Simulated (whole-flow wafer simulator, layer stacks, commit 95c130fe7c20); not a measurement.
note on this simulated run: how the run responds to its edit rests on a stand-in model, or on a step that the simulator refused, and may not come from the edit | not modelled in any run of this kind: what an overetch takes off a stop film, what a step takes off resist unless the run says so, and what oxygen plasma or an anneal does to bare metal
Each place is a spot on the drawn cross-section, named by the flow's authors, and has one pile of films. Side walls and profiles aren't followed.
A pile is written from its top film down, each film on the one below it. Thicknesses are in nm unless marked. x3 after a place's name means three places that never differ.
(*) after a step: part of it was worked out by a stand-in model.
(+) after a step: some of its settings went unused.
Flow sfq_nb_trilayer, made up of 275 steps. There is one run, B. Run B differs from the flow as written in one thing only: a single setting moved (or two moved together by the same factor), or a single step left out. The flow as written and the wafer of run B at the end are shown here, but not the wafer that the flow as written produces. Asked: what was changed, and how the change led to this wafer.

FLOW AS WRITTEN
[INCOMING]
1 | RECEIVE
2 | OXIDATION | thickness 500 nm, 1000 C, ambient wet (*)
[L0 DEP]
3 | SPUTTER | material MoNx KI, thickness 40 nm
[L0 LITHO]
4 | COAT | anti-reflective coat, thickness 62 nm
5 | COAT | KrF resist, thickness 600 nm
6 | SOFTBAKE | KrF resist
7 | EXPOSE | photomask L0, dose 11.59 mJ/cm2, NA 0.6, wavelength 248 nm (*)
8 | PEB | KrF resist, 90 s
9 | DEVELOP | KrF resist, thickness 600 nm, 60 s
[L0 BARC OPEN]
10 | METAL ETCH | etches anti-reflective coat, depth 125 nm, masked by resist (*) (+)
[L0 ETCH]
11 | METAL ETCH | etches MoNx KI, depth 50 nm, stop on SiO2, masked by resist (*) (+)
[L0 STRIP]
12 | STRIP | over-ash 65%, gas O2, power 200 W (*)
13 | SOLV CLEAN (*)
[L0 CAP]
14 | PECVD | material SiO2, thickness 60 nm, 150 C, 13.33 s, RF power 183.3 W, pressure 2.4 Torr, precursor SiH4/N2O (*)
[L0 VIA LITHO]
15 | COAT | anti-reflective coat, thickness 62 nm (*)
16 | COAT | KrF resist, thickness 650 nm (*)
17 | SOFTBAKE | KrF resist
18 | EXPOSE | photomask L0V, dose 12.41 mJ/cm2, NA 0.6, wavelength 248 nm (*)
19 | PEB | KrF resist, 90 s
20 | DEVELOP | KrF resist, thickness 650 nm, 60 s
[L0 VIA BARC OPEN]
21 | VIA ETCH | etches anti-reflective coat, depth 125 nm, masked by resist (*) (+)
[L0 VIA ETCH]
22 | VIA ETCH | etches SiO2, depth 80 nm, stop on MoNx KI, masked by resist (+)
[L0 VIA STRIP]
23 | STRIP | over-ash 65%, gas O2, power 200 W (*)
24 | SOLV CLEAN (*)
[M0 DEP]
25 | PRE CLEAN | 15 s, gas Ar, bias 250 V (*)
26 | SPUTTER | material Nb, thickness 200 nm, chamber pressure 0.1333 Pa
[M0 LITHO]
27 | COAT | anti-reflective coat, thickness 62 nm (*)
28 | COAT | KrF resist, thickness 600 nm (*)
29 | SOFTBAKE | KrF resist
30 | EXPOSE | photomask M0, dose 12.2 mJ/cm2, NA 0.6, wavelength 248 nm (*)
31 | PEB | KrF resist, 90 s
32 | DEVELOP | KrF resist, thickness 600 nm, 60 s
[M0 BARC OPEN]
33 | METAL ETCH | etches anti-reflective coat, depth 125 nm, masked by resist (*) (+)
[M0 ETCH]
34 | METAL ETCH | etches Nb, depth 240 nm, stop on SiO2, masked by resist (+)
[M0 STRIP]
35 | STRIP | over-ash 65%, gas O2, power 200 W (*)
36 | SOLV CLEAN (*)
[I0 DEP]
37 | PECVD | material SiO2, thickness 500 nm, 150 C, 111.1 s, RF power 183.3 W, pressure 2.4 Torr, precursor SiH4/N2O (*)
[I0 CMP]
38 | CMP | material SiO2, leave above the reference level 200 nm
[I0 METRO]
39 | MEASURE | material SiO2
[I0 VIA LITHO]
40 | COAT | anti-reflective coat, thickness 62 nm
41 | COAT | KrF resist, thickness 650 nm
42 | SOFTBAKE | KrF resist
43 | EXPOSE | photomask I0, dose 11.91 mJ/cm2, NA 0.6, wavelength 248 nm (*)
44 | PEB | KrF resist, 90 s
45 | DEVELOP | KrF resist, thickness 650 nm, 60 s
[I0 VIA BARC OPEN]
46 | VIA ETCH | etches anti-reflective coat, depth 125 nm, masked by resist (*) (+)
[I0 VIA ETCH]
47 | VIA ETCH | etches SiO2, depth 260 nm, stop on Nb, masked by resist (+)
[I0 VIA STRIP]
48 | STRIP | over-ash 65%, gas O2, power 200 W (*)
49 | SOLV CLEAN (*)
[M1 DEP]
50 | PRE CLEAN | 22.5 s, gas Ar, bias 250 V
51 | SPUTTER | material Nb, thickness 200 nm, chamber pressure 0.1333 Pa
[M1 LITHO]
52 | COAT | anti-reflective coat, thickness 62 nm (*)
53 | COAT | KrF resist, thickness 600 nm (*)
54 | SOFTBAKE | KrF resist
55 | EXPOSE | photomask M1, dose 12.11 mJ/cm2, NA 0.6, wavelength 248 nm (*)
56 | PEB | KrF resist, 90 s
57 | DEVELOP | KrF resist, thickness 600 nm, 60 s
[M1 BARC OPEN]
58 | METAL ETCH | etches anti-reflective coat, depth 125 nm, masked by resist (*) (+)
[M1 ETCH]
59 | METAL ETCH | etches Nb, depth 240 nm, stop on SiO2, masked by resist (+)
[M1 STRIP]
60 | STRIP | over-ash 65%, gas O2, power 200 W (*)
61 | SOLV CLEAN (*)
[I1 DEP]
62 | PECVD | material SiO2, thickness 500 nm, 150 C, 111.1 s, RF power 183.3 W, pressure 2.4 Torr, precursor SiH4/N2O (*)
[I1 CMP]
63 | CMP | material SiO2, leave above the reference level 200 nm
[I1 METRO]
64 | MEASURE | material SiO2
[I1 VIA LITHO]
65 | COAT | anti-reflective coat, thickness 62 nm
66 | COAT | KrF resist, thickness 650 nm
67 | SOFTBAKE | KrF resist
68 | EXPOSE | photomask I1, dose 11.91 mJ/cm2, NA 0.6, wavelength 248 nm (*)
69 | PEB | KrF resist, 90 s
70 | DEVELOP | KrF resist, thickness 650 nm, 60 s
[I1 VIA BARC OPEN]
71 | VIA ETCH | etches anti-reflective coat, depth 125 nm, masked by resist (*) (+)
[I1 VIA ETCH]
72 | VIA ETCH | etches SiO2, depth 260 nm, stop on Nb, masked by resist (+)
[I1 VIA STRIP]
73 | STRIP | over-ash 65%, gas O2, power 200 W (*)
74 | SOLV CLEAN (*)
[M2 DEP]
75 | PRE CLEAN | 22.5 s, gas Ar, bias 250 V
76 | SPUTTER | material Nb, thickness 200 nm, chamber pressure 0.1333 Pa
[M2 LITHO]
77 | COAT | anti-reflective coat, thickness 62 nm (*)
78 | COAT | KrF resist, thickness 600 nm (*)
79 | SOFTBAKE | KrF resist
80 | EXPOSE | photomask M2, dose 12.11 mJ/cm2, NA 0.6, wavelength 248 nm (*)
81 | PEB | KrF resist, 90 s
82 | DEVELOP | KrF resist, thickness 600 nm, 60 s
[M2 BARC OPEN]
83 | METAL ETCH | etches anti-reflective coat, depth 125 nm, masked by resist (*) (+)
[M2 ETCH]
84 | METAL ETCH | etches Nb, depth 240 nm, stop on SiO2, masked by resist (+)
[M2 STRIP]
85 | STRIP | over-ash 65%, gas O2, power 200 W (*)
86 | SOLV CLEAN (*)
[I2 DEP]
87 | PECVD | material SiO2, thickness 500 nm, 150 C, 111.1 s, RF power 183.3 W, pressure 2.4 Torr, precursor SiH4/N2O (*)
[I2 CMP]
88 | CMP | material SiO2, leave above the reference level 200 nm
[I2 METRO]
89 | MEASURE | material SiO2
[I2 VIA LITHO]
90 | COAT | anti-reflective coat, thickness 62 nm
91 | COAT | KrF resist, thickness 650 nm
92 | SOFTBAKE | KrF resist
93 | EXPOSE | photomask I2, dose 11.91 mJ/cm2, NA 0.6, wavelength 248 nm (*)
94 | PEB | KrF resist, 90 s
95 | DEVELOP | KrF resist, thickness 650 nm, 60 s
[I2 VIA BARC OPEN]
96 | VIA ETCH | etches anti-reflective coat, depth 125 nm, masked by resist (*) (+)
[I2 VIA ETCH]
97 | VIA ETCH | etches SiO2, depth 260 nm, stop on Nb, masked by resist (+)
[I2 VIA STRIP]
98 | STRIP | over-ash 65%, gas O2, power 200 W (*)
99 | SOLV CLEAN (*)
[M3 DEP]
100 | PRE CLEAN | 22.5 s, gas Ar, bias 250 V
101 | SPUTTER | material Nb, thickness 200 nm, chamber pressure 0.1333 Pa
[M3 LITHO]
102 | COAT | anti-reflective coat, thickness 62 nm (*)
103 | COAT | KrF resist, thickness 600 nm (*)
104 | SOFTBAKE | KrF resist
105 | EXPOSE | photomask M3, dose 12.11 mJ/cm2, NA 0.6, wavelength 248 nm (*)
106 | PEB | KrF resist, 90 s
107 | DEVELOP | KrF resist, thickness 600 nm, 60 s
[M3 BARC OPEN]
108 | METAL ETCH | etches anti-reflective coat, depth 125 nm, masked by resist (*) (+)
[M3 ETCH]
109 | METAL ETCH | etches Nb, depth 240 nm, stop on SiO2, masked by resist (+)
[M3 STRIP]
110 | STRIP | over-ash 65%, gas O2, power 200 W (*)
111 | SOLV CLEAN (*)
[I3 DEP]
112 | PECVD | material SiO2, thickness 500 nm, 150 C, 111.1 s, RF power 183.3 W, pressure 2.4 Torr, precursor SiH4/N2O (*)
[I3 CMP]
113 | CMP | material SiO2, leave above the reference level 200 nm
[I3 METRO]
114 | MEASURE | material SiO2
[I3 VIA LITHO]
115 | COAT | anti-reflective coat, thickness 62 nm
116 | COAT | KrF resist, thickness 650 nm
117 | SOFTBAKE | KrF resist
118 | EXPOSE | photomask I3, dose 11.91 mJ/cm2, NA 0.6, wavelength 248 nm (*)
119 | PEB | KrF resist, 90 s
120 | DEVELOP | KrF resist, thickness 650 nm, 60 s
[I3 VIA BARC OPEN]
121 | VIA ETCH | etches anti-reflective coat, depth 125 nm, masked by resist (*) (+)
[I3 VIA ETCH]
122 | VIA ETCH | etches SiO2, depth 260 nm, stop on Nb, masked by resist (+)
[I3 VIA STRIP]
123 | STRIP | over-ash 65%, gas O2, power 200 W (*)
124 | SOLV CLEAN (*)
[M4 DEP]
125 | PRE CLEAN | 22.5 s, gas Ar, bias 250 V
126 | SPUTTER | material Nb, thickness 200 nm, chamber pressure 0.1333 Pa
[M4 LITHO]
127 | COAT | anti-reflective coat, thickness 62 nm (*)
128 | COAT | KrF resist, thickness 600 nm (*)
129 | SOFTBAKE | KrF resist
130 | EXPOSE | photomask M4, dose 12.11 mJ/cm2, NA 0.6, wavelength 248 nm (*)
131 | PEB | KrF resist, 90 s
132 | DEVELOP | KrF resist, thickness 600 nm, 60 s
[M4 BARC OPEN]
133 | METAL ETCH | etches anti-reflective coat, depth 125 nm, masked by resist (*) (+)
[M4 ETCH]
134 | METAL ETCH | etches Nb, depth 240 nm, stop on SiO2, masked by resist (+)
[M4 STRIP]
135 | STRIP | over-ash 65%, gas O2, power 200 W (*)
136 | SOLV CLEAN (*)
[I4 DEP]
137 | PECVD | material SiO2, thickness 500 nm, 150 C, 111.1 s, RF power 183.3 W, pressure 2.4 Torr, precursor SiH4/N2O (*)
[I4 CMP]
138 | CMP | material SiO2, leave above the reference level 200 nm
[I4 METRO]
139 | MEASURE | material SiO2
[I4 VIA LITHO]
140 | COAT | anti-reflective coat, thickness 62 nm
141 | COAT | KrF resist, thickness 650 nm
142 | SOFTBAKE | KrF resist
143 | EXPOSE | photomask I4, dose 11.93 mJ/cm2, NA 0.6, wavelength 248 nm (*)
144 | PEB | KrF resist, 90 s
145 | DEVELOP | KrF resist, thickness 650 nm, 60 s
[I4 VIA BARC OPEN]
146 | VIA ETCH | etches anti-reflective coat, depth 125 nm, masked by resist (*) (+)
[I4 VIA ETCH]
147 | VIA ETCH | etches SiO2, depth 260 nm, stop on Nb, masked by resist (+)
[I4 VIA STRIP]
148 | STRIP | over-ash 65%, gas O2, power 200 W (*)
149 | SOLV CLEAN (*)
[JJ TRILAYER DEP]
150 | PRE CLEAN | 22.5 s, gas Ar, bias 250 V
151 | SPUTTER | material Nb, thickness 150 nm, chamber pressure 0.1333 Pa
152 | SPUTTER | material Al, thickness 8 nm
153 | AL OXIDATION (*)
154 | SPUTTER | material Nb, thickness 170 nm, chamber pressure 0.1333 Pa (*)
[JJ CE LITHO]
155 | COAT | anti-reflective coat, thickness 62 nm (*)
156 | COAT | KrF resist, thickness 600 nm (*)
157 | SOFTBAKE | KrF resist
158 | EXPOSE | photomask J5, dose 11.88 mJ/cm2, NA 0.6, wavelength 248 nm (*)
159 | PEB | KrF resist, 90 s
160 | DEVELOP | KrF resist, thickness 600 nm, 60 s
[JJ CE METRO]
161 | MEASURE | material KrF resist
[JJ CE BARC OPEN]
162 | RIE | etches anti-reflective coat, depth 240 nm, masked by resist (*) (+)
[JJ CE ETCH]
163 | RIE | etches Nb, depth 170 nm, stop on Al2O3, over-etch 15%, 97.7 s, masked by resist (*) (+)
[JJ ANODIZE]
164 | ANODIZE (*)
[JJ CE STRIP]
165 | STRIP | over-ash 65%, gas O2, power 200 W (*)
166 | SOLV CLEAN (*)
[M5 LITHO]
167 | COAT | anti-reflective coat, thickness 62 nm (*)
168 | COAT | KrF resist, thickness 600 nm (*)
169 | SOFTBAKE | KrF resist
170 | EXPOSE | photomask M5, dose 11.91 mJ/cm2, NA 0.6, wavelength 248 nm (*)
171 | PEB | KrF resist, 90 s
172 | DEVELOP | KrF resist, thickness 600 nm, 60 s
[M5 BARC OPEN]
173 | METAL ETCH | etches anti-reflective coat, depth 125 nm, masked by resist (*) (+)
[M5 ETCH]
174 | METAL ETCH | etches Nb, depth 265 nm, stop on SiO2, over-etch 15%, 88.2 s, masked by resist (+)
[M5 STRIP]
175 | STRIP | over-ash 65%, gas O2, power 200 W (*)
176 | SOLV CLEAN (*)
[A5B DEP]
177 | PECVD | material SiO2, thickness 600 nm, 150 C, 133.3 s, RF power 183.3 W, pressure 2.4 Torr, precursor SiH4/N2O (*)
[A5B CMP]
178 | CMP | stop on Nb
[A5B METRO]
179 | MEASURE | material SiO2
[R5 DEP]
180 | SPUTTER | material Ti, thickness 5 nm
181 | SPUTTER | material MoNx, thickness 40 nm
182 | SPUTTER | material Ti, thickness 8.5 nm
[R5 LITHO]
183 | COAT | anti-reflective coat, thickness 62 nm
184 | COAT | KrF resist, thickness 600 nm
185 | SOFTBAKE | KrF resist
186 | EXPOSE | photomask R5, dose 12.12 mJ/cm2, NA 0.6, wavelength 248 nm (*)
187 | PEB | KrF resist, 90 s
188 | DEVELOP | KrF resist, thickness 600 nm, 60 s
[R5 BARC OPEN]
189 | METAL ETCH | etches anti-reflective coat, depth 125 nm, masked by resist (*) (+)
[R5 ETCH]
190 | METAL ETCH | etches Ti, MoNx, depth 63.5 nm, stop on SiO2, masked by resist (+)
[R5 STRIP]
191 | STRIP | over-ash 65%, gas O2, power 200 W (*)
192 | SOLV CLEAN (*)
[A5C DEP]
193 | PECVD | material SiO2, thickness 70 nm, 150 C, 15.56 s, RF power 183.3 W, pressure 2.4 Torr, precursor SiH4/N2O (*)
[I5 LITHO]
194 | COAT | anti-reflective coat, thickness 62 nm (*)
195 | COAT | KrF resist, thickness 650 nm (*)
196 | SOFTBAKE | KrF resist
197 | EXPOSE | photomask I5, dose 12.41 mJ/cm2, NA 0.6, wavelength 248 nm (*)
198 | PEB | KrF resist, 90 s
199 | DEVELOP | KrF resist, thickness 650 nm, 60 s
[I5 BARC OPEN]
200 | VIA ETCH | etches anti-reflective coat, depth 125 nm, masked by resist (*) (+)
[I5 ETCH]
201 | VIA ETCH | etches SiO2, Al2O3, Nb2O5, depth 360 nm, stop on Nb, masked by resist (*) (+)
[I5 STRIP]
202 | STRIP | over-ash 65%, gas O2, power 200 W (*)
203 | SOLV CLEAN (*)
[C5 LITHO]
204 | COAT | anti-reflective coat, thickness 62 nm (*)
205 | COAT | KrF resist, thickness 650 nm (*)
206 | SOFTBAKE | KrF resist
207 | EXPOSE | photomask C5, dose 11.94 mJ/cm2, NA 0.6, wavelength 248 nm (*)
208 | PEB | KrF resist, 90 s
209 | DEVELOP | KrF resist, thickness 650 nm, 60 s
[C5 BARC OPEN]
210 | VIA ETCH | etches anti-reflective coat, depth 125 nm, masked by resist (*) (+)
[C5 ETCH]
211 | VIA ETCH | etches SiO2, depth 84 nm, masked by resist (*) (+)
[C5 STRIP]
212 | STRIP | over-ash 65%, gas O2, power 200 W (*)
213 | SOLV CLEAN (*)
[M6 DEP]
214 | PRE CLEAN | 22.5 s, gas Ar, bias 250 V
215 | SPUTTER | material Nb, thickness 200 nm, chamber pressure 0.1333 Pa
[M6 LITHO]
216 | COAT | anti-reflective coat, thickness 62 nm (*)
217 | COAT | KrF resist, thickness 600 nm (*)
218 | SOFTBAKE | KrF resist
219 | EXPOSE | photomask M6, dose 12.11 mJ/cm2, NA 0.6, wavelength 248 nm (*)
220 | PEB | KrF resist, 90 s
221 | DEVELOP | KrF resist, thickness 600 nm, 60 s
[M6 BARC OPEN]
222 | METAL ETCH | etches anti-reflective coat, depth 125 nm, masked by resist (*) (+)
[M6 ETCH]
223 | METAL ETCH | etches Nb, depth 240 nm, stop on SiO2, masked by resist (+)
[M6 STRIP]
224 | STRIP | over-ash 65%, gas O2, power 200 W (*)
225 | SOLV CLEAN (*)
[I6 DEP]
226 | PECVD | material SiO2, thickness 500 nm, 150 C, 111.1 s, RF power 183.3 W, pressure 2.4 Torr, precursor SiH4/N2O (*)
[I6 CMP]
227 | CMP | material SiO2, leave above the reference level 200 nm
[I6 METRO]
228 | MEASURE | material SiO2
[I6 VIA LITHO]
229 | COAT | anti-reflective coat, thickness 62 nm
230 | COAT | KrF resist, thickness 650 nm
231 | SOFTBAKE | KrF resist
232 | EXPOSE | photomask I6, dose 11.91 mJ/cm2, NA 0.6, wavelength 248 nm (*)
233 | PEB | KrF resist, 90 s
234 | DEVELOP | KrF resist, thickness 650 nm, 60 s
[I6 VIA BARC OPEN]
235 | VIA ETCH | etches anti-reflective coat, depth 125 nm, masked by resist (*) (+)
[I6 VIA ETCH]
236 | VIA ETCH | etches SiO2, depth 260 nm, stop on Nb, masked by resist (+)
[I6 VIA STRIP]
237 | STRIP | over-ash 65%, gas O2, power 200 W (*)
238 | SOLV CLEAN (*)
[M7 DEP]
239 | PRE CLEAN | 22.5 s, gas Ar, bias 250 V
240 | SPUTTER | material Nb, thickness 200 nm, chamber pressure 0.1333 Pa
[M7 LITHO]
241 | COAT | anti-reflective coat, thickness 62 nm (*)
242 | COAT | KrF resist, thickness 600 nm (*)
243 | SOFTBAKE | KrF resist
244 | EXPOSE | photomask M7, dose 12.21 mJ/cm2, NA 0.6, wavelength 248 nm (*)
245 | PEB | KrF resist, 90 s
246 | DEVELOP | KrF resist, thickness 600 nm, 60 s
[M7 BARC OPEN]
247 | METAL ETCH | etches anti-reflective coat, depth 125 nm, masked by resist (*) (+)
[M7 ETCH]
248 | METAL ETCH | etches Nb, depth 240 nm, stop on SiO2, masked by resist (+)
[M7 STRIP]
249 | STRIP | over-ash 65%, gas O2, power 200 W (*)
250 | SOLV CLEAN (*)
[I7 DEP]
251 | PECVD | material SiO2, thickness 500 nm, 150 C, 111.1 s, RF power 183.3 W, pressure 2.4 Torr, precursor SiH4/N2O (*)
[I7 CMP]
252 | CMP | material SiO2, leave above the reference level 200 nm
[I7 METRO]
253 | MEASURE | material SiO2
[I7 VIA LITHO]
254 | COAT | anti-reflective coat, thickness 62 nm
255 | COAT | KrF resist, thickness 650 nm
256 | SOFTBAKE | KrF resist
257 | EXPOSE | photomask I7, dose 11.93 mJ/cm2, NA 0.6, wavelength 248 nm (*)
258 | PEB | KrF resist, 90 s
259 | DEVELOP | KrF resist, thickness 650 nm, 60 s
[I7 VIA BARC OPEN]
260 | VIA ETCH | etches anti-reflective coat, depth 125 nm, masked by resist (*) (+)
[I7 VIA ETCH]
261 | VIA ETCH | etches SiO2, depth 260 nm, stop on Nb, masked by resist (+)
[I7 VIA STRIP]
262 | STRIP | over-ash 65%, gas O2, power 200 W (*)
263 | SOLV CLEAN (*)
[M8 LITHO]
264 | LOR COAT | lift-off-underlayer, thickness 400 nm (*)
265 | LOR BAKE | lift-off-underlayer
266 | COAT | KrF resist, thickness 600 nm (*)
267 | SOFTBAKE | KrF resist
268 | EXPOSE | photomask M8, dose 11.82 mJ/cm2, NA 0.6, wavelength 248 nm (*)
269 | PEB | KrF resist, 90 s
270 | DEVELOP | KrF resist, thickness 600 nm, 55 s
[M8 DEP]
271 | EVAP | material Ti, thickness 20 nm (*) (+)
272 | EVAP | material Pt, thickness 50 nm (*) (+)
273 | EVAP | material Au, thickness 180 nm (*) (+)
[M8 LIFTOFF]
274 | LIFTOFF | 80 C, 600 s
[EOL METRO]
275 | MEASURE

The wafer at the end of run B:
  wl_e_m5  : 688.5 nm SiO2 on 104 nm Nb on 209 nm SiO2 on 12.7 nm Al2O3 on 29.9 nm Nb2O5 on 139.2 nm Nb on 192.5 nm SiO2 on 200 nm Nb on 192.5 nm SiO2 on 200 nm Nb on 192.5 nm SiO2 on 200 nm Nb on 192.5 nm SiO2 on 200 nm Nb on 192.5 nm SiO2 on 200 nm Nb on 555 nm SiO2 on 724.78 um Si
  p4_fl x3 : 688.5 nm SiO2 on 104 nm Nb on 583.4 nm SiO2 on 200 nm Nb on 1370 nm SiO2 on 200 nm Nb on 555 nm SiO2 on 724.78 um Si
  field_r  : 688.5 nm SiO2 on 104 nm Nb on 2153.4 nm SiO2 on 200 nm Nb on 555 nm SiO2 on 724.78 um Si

What caused this: step 223, METAL ETCH: depth 96 nm was run, whereas the flow has depth 240 nm.

The path from the change to this, step by step:
  223 | METAL ETCH | etches Nb, depth 240 nm, stop on SiO2, masked by resist (+)
      field_l, gap, moat and 76 more: Nb loses 96 (as written it would have been: Nb loses 200 (all of it))
      v_sur, via_wl, via_w and 24 more: KrF resist loses 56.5 (as written it would have been: KrF resist loses 141.2)
  224 | STRIP | over-ash 65%, gas O2, power 200 W (*)
      wl_j_sl, wl_j_sr: KrF resist loses 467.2 (all of it), anti-reflective coat loses 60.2 (all of it) (as written it would have been: KrF resist loses 382.5 (all of it), anti-reflective coat loses 60.2 (all of it))
      wl_c_m6, wl_f_m6: KrF resist loses 467 (all of it), anti-reflective coat loses 62 (all of it) (as written it would have been: KrF resist loses 382.3 (all of it), anti-reflective coat loses 62 (all of it))
      (as well as at 23 more places)
  226 | PECVD | material SiO2, thickness 500 nm, 150 C, 111.1 s, RF power 183.3 W, pressure 2.4 Torr, precursor SiH4/N2O (*)
      field_l, p4_fl x3, p4_w1 x9 and 52 more: SiO2 gains 500 (new film) (as written it would have been: SiO2 gains 500)
      moat, field_r, lsp_l, ln_m5, lsp_m: SiO2 gains 500 (new film) (as written it would have been: SiO2 gains 493.6)
      (as well as at 9 more places)
  227 | CMP | material SiO2, leave above the reference level 200 nm
      field_l, p4_fl x3, p4_w1 x9 and 49 more: SiO2 loses 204 (as written it would have been: SiO2 loses 100)
      moat, field_r, lsp_l, ln_m5, lsp_m: SiO2 loses 204 (as written it would have been: SiO2 loses 93.6)
      (as well as at 12 more places)
With metal films that touch counted as one body, wl_e_m5 has 7 bodies (between them, from the top down: SiO2 209 / Al2O3 12.7 / Nb2O5 29.9; SiO2 192.5; SiO2 192.5; SiO2 192.5; SiO2 192.5; SiO2 192.5); the flow as written gives 6 bodies (between them, from the top down: SiO2 192.5; SiO2 192.5; SiO2 192.5; SiO2 192.5; SiO2 192.5).
With metal films that touch counted as one body, p4_fl x3 has 3 bodies (between them, from the top down: SiO2 583.4; SiO2 1370); the flow as written gives 2 bodies (between them, from the top down: SiO2 1370).
With metal films that touch counted as one body, field_r has 2 bodies (between them, from the top down: SiO2 2153.4); the flow as written gives 1 body.
